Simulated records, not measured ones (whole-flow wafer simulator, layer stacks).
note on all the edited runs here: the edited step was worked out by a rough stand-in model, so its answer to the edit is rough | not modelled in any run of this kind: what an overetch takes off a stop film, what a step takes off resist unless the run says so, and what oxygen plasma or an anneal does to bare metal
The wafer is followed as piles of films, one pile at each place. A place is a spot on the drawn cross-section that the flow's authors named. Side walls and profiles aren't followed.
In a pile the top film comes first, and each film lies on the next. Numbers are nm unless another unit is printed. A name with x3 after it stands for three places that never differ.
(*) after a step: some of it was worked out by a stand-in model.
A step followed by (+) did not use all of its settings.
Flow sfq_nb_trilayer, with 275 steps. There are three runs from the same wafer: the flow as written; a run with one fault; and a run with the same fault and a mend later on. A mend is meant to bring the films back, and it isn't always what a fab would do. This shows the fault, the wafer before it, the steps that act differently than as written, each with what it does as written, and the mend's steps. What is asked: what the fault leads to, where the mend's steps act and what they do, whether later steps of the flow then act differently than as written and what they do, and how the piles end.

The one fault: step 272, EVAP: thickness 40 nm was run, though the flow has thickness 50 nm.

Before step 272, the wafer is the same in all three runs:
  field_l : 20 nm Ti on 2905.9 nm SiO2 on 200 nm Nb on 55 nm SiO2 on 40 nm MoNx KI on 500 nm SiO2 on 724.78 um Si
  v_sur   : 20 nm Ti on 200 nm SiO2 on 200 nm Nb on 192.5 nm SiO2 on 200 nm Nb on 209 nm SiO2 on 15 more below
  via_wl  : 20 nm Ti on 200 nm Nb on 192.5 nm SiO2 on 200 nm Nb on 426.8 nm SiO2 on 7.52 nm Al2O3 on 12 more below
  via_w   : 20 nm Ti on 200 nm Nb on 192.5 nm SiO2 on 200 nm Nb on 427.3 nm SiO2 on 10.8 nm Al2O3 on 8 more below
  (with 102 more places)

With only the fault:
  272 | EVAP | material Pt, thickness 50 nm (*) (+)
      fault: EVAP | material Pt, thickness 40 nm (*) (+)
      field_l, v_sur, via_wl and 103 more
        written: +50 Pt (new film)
        fault: +40 Pt (new film)
  Steps later in the flow that act otherwise than as written:
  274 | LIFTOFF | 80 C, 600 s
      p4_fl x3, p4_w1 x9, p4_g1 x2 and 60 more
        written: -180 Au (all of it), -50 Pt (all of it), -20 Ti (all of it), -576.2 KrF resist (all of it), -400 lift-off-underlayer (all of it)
        fault: -180 Au (all of it), -40 Pt (all of it), -20 Ti (all of it), -576.2 KrF resist (all of it), -400 lift-off-underlayer (all of it)
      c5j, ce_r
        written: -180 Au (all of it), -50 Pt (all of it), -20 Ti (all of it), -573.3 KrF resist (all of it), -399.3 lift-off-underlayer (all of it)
        fault: -180 Au (all of it), -40 Pt (all of it), -20 Ti (all of it), -573.3 KrF resist (all of it), -399.3 lift-off-underlayer (all of it)
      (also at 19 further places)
  At field_l, v_sur, via_wl and 8 more, the piles at the end differ from the flow's by more than 2% or 0.5 nm, whichever is larger.
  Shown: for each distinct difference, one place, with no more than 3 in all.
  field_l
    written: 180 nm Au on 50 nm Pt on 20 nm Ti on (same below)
    fault: 180 nm Au on 40 nm Pt on 20 nm Ti on (same below)

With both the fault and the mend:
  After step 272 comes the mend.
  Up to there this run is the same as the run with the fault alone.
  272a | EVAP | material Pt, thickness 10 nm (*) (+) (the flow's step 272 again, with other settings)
      field_l, v_sur, via_wl and 103 more
        +10 Pt
  Later steps of the flow that are run all act as written at every place that is followed.
  The piles end the same as the flow's at every place that both follow.
